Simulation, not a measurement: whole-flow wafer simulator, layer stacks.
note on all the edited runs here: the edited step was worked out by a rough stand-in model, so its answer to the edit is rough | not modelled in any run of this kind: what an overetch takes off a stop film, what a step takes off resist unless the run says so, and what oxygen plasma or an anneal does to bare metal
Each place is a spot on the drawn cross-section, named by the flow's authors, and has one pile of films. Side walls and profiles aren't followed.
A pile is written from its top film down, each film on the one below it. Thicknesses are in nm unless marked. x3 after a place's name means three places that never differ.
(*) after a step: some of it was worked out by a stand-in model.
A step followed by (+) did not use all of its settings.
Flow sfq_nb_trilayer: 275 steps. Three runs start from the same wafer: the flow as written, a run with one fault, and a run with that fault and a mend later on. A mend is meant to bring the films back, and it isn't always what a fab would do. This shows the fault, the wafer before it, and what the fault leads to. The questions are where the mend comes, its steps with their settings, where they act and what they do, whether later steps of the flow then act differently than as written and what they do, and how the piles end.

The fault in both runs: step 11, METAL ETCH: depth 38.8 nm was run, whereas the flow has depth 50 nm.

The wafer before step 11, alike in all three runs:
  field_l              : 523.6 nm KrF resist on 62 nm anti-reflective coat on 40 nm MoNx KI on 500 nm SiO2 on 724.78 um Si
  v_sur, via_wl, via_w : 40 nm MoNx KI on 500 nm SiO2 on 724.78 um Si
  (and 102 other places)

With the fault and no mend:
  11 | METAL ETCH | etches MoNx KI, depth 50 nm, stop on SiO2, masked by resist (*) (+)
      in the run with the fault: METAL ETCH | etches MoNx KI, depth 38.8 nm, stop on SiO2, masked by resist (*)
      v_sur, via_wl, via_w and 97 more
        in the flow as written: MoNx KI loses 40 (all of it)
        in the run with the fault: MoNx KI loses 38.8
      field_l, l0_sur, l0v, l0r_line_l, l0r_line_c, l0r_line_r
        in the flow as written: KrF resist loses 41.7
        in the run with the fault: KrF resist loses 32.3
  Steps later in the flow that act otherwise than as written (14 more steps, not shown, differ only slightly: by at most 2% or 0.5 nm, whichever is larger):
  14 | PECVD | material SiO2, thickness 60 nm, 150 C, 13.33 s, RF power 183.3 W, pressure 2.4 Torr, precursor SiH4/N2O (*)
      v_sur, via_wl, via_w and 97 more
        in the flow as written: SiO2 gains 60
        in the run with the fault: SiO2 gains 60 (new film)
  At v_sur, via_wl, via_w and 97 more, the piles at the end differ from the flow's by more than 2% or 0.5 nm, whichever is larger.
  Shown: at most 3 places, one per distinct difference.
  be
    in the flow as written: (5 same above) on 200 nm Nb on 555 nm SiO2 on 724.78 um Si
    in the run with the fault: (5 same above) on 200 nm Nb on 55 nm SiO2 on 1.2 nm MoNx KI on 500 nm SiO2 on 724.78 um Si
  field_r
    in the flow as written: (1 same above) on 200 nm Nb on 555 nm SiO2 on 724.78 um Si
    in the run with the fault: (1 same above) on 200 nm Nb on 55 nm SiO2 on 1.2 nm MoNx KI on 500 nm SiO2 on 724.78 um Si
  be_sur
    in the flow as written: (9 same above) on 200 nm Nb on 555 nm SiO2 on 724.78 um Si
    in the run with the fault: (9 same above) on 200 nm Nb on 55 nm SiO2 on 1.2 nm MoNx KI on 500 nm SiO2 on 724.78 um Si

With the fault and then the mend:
  The mend stands after step 11.
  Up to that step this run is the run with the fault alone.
  11a | METAL ETCH | etches MoNx KI, depth 11.2 nm, stop on SiO2, masked by resist (+) (the flow's step 11 again, with other settings)
      v_sur, via_wl, via_w and 97 more
        MoNx KI loses 1.2 (all of it)
      field_l, l0_sur, l0v, l0r_line_l, l0r_line_c, l0r_line_r
        KrF resist loses 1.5
  None of the later steps of the flow differs from how it acts as written, at any place that is followed, by more than 2% or 0.5 nm, whichever is larger.
  The piles end the same as the flow's at every place that both follow.
